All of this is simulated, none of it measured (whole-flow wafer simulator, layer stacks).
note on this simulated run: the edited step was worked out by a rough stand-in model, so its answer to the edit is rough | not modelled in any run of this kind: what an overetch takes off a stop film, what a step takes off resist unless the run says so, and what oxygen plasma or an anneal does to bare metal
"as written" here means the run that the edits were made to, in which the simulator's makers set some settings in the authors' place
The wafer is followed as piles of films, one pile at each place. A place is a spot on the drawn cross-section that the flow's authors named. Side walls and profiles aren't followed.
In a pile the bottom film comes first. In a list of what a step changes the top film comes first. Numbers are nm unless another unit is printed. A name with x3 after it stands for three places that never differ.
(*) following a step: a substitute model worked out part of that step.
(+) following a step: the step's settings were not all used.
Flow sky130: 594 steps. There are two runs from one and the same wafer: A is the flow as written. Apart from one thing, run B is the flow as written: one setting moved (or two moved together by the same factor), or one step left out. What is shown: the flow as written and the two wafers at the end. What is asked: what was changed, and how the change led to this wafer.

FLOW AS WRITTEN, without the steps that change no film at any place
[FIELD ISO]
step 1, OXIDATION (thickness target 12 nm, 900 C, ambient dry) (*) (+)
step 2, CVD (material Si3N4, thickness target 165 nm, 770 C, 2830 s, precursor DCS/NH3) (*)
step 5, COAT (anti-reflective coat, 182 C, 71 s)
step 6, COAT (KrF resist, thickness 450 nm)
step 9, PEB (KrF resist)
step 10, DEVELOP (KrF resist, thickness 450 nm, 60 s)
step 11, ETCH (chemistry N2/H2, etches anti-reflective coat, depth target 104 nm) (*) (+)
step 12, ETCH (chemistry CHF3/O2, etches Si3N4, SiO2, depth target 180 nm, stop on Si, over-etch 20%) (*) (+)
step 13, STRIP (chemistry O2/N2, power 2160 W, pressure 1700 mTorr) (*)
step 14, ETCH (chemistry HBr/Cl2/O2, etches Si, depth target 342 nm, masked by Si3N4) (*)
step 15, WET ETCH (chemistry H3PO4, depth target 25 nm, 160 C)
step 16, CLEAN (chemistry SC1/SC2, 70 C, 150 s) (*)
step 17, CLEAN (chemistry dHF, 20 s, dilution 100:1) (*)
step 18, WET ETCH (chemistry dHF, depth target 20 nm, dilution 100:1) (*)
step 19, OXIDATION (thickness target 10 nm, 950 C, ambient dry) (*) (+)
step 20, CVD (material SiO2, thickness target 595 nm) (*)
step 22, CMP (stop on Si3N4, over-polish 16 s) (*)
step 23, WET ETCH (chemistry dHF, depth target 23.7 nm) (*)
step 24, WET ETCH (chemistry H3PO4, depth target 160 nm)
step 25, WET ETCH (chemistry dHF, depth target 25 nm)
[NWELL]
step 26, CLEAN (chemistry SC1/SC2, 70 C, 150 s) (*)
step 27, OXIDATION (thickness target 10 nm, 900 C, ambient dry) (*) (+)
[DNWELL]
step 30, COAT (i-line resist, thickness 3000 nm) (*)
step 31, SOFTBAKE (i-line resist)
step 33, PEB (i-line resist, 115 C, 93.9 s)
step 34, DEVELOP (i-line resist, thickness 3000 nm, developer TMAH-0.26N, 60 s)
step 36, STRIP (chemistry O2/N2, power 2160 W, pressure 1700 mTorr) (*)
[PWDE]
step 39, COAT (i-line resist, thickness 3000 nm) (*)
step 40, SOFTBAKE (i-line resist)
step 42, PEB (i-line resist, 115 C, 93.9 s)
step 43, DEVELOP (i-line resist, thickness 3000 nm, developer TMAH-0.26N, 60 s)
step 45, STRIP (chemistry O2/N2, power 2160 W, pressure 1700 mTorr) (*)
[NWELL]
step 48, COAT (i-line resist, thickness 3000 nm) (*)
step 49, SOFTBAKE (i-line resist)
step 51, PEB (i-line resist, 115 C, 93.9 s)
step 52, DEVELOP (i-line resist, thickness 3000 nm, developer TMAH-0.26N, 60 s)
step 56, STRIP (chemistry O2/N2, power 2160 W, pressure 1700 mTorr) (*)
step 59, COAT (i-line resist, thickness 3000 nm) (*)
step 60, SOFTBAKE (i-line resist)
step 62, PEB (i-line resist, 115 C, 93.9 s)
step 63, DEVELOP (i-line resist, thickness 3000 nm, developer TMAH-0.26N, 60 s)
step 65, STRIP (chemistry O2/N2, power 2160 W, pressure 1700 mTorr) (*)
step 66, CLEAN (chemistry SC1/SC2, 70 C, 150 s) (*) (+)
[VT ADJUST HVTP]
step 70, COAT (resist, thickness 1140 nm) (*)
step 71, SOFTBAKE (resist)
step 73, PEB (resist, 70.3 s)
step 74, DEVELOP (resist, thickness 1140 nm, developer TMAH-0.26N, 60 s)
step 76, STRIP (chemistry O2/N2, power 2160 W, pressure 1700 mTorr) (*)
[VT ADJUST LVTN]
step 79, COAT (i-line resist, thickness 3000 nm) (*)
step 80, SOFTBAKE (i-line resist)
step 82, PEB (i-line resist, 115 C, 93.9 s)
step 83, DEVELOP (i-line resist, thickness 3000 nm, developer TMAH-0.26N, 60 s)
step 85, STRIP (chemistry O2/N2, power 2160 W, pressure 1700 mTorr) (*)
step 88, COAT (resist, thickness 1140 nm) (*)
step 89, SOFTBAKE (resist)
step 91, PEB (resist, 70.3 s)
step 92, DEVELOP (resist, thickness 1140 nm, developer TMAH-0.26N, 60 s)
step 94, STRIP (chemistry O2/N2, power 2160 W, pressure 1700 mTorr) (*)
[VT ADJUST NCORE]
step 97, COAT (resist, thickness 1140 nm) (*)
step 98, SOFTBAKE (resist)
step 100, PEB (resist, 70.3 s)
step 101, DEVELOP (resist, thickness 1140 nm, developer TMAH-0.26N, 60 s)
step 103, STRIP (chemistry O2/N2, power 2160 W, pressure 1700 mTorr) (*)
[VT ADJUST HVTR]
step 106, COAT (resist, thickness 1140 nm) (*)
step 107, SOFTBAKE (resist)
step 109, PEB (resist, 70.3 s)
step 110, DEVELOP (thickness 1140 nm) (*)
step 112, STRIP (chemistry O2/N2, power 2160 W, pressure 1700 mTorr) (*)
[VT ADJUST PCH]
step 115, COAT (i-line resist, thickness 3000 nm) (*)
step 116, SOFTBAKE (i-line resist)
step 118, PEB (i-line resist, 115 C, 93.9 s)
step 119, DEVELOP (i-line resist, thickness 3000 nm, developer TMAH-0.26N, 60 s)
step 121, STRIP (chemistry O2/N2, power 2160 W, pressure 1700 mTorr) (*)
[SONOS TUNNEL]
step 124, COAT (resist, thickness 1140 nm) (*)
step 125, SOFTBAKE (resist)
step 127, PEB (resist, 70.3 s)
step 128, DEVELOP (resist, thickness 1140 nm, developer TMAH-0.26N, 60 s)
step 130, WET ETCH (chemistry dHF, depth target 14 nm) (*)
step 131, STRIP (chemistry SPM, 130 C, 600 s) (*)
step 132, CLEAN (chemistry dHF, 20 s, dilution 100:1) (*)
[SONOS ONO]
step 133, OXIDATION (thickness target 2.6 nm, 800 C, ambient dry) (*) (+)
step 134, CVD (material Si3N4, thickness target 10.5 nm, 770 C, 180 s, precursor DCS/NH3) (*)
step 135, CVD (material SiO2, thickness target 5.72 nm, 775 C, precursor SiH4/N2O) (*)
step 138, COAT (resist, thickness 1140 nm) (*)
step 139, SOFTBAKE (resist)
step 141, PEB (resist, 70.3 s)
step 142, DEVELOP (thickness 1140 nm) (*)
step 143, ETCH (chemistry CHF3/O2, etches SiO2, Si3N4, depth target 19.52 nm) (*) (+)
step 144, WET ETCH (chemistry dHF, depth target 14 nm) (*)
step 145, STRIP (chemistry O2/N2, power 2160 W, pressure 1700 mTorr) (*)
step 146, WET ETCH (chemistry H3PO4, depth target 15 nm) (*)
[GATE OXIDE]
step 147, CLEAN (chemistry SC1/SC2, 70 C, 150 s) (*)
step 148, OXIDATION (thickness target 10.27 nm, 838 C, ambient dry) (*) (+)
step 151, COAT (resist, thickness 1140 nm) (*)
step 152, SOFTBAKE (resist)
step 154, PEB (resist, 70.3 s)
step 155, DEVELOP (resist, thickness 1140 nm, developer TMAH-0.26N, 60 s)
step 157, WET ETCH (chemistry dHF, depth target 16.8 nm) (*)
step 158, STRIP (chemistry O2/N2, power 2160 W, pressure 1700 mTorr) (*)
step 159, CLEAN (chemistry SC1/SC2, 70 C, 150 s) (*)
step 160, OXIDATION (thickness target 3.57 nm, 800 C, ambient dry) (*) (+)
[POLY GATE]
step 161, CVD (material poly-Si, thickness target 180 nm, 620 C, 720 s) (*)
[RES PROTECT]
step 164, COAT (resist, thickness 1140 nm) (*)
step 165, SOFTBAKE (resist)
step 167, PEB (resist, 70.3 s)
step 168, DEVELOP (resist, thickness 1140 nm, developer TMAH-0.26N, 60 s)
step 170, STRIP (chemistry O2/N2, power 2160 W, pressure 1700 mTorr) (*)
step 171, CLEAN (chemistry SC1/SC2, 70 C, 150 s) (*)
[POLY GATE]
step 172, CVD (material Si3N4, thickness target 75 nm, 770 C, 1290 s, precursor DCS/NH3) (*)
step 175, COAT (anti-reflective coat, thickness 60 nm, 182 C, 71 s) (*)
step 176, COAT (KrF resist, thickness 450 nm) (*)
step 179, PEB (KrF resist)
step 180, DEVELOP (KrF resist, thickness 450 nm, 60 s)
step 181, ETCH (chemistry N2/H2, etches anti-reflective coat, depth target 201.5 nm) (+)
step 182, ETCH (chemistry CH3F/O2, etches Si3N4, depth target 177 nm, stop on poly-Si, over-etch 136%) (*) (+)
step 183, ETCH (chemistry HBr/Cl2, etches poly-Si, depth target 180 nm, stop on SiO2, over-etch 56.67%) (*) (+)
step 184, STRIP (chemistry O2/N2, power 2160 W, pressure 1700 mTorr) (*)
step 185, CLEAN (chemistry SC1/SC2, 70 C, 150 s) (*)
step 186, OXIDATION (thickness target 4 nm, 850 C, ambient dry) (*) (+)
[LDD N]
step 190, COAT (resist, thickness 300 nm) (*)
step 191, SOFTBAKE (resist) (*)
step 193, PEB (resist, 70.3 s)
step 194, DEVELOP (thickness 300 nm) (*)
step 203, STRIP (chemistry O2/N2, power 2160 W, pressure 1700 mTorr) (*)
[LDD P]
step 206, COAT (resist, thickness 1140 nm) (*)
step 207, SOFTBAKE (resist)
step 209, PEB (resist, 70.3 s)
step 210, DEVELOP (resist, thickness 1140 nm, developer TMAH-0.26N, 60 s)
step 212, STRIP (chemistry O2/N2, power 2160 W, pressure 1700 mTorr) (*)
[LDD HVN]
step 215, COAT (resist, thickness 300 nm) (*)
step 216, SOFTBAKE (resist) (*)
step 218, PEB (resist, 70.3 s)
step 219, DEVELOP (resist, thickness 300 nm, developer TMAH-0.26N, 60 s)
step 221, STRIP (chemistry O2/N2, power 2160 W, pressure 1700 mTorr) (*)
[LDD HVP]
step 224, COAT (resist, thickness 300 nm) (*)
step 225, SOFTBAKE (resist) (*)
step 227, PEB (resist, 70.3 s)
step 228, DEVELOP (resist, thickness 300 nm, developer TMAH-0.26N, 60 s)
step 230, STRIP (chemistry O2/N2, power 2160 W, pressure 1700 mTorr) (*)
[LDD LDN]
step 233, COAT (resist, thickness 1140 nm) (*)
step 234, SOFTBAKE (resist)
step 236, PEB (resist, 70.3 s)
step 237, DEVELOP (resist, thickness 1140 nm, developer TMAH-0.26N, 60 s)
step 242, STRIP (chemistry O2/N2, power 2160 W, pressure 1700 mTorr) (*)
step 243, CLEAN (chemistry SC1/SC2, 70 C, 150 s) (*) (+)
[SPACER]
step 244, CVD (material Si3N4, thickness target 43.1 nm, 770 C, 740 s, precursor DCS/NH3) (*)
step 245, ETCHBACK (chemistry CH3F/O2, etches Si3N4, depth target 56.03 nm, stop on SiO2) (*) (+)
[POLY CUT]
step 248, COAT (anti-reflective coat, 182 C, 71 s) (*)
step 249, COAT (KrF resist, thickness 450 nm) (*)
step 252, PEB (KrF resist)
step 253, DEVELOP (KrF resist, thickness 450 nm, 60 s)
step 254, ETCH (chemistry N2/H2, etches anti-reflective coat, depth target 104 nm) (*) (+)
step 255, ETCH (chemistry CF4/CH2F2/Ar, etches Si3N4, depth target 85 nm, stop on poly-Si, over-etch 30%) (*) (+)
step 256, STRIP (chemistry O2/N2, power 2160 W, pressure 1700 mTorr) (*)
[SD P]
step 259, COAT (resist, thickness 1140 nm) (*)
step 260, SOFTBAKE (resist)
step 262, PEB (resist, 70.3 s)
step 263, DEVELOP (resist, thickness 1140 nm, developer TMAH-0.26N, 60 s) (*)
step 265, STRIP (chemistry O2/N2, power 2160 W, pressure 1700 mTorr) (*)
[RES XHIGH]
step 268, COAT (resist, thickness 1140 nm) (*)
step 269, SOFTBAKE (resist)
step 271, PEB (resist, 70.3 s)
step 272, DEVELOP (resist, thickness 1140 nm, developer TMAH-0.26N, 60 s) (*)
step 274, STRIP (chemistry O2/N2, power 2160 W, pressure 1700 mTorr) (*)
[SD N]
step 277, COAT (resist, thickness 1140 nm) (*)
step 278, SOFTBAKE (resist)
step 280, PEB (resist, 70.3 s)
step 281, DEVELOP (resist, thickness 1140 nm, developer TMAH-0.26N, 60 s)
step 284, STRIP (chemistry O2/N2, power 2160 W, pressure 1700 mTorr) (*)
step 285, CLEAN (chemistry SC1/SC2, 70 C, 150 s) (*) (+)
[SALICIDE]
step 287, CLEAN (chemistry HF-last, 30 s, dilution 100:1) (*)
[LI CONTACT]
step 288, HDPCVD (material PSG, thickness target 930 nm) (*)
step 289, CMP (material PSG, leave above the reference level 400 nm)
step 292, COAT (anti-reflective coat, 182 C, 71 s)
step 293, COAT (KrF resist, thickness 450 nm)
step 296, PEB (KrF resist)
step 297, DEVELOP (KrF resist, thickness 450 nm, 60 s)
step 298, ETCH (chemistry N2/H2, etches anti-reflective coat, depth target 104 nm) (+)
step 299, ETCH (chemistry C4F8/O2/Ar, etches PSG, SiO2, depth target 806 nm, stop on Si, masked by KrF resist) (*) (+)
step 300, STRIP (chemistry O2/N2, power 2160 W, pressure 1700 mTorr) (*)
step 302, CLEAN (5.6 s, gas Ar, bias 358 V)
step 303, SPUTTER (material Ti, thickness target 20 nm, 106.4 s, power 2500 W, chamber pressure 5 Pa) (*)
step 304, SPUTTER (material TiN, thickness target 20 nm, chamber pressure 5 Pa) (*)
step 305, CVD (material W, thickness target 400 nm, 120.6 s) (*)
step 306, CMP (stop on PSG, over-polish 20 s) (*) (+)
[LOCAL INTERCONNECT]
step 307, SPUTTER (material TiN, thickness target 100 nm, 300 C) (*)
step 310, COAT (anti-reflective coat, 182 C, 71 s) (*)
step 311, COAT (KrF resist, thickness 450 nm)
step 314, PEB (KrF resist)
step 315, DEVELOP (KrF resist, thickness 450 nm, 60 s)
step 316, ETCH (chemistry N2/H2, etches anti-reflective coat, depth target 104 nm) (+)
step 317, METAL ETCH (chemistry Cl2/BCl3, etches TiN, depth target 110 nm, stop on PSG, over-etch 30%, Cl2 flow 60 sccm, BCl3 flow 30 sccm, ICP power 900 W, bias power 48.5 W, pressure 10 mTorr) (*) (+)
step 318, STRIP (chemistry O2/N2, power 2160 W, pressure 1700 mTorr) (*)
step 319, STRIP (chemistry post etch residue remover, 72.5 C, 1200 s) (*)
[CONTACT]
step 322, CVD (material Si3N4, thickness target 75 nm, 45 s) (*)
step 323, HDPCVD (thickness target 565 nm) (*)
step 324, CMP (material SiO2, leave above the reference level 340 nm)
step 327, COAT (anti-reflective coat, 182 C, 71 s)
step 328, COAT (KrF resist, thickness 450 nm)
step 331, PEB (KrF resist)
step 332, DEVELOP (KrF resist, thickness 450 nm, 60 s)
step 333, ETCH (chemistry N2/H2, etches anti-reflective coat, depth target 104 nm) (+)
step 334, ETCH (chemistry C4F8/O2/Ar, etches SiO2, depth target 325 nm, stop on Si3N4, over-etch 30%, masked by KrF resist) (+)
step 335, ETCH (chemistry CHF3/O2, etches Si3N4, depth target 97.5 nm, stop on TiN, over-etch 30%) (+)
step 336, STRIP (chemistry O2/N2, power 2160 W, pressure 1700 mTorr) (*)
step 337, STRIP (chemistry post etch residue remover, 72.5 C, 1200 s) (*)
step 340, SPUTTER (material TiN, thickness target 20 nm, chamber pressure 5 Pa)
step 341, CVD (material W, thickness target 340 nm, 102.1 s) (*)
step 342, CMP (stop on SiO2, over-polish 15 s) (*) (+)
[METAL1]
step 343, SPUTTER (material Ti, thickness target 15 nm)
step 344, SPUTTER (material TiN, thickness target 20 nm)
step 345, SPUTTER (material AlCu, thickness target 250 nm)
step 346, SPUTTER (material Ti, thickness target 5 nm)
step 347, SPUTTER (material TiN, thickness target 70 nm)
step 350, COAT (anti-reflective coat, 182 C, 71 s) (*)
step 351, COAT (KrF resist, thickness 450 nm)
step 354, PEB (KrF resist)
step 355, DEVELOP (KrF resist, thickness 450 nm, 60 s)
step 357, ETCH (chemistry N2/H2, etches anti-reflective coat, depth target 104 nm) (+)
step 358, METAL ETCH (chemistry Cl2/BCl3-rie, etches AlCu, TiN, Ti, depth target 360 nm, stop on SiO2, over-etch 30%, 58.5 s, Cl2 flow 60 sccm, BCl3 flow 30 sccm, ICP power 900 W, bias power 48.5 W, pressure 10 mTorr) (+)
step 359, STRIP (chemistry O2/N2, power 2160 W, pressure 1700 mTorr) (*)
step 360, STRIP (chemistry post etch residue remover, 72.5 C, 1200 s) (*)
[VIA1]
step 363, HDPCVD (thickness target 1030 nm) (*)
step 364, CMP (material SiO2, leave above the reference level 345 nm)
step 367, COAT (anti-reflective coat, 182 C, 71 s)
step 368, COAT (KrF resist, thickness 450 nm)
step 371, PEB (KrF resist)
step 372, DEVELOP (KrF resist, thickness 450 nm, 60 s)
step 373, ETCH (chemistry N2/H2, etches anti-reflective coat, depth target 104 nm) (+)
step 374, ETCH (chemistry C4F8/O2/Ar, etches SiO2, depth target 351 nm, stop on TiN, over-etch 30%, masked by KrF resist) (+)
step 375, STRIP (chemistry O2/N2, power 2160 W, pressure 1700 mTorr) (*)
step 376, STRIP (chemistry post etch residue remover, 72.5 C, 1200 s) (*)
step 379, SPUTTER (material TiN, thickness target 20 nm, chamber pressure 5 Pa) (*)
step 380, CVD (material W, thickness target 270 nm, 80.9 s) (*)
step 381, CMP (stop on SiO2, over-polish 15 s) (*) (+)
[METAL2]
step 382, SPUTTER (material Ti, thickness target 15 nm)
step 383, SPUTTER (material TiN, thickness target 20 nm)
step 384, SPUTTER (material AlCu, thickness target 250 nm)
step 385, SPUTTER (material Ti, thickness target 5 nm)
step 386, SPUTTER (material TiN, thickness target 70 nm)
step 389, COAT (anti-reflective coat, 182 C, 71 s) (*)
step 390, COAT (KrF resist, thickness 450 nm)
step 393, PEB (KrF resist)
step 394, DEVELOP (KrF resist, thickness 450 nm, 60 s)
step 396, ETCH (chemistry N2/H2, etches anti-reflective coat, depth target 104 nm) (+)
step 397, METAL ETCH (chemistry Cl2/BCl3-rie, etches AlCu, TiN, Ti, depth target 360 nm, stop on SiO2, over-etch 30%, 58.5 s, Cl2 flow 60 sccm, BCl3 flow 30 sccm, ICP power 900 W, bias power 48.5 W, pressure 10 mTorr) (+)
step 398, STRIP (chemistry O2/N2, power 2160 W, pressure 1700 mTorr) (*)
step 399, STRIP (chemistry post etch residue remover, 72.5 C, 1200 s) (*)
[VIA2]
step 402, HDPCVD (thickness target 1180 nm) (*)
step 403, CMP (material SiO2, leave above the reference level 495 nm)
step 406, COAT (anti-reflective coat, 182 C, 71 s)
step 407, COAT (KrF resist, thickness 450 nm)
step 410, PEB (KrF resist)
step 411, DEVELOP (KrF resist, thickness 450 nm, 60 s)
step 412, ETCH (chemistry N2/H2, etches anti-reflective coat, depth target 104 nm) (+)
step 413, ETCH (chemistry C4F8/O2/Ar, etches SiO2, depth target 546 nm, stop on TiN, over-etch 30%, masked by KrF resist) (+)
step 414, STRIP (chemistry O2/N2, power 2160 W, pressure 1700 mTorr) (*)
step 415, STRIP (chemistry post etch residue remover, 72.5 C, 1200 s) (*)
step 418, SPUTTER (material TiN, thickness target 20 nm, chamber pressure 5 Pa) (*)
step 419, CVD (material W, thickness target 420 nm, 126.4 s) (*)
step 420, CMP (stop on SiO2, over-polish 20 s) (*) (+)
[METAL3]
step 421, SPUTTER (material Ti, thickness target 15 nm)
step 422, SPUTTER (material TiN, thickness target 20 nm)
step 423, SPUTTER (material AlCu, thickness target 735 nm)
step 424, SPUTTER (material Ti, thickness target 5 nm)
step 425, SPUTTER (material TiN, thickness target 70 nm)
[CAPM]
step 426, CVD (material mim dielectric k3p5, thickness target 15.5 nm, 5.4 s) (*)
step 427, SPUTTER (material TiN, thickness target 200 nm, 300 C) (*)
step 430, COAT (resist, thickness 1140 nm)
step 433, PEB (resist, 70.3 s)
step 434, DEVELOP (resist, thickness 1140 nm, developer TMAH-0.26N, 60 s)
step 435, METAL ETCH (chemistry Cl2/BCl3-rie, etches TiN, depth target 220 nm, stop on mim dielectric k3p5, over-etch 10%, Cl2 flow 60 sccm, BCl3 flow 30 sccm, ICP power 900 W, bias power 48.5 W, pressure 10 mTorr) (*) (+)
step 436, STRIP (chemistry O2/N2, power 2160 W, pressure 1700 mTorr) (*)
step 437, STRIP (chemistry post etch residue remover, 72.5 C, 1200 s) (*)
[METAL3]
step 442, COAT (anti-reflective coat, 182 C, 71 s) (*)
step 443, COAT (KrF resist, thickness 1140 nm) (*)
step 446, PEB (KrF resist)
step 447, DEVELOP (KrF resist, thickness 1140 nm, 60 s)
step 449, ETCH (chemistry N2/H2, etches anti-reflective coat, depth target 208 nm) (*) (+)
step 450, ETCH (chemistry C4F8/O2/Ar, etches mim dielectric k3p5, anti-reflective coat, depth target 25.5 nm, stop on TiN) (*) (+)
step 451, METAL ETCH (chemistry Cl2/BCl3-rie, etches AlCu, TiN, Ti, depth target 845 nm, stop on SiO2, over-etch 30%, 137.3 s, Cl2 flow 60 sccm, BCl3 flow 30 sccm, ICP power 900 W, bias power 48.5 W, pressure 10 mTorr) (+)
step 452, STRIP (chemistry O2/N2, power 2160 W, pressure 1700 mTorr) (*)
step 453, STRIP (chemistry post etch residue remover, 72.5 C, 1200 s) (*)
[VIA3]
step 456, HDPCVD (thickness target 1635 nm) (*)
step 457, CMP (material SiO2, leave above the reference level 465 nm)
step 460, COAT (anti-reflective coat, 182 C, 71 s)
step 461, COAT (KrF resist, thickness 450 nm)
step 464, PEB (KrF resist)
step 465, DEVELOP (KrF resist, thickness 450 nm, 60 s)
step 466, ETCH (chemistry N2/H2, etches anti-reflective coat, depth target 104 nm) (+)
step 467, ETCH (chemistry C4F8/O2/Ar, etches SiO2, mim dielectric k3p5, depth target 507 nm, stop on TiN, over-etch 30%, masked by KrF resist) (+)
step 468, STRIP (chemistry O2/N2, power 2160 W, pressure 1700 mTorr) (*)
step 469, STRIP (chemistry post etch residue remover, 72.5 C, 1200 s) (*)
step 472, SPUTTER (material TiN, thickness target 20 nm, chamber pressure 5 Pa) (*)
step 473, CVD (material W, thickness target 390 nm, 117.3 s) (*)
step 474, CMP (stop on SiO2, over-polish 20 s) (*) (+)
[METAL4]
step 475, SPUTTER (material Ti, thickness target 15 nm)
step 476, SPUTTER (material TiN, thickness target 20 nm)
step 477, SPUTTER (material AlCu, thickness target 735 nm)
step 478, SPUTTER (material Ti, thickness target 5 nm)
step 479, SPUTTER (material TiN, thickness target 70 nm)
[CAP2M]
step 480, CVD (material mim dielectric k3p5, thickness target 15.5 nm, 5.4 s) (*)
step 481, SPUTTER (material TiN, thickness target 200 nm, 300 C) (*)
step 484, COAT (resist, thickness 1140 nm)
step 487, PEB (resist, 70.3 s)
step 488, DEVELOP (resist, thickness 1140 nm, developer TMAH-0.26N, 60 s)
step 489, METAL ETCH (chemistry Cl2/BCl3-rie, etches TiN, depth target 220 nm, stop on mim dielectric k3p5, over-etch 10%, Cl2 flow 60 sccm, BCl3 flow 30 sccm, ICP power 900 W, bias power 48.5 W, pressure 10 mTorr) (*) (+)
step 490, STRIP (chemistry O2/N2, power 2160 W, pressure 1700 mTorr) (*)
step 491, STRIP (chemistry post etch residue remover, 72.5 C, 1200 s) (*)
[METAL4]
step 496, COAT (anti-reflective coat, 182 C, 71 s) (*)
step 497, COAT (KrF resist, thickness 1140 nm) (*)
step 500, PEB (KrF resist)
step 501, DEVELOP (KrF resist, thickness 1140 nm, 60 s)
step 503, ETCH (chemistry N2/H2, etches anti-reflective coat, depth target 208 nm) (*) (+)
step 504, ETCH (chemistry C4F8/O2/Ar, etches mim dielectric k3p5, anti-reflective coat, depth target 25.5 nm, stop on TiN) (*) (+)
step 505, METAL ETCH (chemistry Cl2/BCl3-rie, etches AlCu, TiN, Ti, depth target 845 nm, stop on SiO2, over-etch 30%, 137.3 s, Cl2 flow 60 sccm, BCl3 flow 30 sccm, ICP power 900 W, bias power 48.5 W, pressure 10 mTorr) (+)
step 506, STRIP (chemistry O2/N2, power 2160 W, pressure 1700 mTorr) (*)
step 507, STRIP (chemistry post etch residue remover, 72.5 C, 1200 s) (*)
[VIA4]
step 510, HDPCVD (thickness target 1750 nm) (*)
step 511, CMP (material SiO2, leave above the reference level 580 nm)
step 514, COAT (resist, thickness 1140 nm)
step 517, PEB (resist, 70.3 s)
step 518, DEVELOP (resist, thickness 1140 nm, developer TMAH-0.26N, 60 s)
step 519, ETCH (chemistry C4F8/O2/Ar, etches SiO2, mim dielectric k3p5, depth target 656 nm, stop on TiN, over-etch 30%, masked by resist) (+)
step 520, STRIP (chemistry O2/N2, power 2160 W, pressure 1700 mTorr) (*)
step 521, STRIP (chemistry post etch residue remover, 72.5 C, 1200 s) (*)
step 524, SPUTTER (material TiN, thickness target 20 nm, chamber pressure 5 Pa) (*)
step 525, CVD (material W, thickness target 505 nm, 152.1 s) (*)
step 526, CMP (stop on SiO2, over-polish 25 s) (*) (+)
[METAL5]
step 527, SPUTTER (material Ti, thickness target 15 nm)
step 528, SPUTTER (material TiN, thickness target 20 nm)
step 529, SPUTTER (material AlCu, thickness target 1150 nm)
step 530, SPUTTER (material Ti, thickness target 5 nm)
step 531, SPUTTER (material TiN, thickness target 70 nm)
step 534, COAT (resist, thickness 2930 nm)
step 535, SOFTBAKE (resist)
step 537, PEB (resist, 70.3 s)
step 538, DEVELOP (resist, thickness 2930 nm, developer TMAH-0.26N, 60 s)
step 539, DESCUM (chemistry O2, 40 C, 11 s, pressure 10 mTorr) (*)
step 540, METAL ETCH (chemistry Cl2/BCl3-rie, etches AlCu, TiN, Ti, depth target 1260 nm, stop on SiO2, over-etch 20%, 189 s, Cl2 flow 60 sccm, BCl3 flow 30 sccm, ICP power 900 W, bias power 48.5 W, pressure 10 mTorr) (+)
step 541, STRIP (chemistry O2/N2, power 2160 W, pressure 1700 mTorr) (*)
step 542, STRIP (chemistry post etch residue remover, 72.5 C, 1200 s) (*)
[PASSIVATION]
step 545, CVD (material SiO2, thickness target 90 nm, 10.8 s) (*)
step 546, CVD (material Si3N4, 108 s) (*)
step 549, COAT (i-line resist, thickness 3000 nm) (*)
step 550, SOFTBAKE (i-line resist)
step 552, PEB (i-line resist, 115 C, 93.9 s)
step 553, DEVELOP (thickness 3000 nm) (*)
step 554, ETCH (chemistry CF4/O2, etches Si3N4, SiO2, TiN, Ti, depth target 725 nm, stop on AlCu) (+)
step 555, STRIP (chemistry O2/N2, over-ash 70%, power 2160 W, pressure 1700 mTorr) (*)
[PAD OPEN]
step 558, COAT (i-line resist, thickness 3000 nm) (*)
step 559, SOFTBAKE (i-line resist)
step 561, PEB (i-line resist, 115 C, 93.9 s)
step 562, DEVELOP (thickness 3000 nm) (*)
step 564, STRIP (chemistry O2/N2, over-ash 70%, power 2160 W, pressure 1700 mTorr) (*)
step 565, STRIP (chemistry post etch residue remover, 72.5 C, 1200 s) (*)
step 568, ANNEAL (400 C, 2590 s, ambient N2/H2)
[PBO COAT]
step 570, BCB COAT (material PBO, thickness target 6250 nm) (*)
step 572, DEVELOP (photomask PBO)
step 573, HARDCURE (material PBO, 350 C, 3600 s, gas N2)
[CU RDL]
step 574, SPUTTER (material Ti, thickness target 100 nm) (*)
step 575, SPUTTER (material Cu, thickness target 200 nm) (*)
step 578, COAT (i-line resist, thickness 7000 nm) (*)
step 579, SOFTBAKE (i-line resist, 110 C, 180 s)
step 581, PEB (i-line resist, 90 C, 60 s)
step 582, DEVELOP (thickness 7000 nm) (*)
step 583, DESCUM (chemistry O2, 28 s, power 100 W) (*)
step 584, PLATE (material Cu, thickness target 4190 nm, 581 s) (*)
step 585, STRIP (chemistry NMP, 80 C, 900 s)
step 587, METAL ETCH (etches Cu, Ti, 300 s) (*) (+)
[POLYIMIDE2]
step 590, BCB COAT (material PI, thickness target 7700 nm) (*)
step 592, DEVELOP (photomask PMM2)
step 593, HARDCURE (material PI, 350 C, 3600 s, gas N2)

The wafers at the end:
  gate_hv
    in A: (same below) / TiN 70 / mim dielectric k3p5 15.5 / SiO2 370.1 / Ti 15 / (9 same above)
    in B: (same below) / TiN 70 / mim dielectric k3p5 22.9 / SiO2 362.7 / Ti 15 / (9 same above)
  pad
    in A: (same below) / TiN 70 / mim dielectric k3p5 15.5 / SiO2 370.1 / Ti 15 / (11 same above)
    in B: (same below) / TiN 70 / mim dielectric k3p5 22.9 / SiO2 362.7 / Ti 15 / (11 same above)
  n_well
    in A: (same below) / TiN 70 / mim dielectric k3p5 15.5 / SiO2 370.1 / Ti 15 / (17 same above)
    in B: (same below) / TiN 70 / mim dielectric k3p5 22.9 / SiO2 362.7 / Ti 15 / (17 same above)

The reason: step 426, CVD: thickness target 22.9 nm was run, while the flow as written has thickness target 15.5 nm; step 426, CVD: 7.97 s was run, where the flow has 5.4 s.
The wafer itself shows it: gate_hv has mim dielectric k3p5 22.9, and step 426 as written asks for 15.5 nm.

Step by step, how the change led to this:
  step 426, CVD (material mim dielectric k3p5, thickness target 15.5 nm, 5.4 s) (*)
      field, active, n_well and 188 more: A +15.5 mim dielectric k3p5 (new film) | B +22.9 mim dielectric k3p5 (new film)
  step 450, ETCH (chemistry C4F8/O2/Ar, etches mim dielectric k3p5, anti-reflective coat, depth target 25.5 nm, stop on TiN) (*) (+)
      n_well, p_well, gate_hv and 104 more: A -15.5 KrF resist | B -17 KrF resist
      field, active, gate and 82 more: A -15.5 mim dielectric k3p5 (all of it) | B -22.9 mim dielectric k3p5 (all of it)
  step 467, ETCH (chemistry C4F8/O2/Ar, etches SiO2, mim dielectric k3p5, depth target 507 nm, stop on TiN, over-etch 30%, masked by KrF resist) (+)
      m1: A -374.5 SiO2 (all of it), -15.5 mim dielectric k3p5 (all of it) | B -367.1 SiO2 (all of it), -22.9 mim dielectric k3p5 (all of it)
      via3_hole: A -373.9 SiO2 (all of it), -15.5 mim dielectric k3p5 (all of it) | B -366.5 SiO2 (all of it), -22.9 mim dielectric k3p5 (all of it)
